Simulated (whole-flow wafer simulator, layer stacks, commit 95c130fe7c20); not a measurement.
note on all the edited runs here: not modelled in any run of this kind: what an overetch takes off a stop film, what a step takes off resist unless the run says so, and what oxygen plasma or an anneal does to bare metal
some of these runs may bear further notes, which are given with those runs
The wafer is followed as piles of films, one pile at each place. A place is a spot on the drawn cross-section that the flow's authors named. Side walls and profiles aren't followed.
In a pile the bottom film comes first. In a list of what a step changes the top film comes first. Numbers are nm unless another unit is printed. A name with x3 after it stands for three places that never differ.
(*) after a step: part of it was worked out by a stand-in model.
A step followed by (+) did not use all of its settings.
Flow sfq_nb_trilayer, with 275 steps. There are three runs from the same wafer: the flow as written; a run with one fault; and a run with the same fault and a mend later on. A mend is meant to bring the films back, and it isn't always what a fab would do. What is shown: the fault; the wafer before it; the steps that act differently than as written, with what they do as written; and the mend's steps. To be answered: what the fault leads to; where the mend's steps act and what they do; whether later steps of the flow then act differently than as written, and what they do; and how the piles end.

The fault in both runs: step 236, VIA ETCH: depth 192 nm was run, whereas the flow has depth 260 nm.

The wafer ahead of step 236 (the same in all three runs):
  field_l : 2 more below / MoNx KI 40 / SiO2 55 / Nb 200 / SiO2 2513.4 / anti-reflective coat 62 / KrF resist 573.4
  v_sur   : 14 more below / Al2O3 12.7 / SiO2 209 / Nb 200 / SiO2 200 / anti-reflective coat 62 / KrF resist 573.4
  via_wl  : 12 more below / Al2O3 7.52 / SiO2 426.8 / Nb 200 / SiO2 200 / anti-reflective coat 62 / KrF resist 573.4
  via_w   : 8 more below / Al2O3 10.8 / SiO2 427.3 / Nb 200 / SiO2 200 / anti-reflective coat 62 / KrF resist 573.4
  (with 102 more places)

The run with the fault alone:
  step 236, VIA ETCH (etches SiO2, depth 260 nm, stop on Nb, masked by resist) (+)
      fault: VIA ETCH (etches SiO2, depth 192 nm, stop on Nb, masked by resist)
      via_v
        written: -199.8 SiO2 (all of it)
        fault: -192 SiO2
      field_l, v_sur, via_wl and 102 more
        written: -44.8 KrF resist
        fault: -33.1 KrF resist
  Steps further on in the flow that do not act as written (not shown: 3 more steps that differ only slightly, by at most 2% or 0.5 nm, whichever is larger):
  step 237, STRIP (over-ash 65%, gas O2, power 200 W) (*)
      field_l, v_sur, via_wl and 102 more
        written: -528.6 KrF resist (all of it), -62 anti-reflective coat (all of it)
        fault: -540.3 KrF resist (all of it), -62 anti-reflective coat (all of it)
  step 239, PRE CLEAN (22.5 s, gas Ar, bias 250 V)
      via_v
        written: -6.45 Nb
        fault: -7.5 SiO2
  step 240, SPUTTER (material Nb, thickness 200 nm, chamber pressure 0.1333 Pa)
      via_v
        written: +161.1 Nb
        fault: +162.7 Nb (new film)
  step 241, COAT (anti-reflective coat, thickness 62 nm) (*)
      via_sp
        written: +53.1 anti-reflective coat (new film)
        fault: +51.9 anti-reflective coat (new film)
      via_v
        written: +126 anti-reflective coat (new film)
        fault: +117.1 anti-reflective coat (new film)
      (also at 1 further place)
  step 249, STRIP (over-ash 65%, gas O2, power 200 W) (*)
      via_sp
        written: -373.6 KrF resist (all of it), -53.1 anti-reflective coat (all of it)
        fault: -374.1 KrF resist (all of it), -51.9 anti-reflective coat (all of it)
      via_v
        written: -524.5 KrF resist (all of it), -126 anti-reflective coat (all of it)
        fault: -524.2 KrF resist (all of it), -117.1 anti-reflective coat (all of it)
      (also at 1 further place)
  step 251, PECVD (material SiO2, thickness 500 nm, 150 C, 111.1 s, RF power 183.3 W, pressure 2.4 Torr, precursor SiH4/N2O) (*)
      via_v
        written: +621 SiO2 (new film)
        fault: +586.5 SiO2 (new film)
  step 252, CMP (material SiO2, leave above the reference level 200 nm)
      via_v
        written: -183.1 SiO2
        fault: -157.1 SiO2
  At via_v, the piles at the end differ from the flow's by more than 2% or 0.5 nm, whichever is larger.
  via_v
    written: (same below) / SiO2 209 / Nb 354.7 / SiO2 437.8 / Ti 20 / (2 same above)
    fault: (same below) / SiO2 209 / Nb 200 / SiO2 0.34 / Nb 162.7 / SiO2 429.4 / Ti 20 / (2 same above)

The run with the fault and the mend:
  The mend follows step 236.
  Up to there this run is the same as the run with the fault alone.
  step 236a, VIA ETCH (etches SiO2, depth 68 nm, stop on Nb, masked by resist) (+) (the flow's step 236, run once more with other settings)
      field_l, v_sur, via_wl and 102 more
        -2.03 KrF resist
      via_v
        -7.84 SiO2 (all of it)
  Every later step of the flow that is run acts as written, at every place that is followed, to within 2% or 0.5 nm, whichever is larger.
  At every place that both follow, the piles at the end match the flow's.
